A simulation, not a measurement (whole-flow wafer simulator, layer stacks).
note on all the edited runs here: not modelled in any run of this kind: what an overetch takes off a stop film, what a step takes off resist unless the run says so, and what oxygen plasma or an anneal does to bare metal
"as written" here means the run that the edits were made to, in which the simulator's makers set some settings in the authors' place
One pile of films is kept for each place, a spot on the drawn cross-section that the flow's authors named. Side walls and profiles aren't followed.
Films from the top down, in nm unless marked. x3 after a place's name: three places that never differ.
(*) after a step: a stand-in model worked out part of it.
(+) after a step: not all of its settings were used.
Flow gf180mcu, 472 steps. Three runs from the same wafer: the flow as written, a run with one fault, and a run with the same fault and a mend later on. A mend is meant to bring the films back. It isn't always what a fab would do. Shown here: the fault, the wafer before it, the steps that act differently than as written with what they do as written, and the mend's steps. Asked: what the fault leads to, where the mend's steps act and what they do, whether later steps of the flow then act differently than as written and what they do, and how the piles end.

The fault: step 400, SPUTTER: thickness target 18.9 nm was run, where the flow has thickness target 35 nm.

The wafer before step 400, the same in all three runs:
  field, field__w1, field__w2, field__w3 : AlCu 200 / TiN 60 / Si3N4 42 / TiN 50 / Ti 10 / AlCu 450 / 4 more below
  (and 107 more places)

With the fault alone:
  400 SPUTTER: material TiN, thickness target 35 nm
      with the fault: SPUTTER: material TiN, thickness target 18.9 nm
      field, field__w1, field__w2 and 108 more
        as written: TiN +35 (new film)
        with the fault: TiN +18.9 (new film)
  Later steps of the flow that act differently than as written (8 more steps differ only slightly, by at most 2% or 0.5 nm, whichever is larger, and aren't shown):
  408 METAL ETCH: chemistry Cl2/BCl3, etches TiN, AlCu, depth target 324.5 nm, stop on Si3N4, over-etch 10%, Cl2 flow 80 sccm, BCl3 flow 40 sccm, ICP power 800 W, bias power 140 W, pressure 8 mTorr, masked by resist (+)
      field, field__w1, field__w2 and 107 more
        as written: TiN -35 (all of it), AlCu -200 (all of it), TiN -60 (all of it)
        with the fault: TiN -18.9 (all of it), AlCu -200 (all of it), TiN -60 (all of it)
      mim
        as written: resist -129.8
        with the fault: resist -122.7
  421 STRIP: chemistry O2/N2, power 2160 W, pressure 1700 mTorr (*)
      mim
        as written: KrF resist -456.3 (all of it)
        with the fault: KrF resist -468.4 (all of it)
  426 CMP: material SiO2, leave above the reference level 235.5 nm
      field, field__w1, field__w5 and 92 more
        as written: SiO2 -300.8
        with the fault: SiO2 -316.9
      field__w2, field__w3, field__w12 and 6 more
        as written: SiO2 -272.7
        with the fault: SiO2 -288.8
  At the end the piles differ from the flow's by more than 2% or 0.5 nm, whichever is larger, at mim.
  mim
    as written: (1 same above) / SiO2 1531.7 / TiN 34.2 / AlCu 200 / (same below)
    with the fault: (1 same above) / SiO2 1531.7 / TiN 18.1 / AlCu 200 / (same below)

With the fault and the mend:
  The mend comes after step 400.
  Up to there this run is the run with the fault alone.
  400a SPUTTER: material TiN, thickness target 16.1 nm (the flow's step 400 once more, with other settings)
      field, field__w1, field__w2 and 108 more
        TiN +16.1
  No later step of the flow acts differently than as written at any place that is followed.
  At the end the piles are the same as the flow's at every place that both follow.
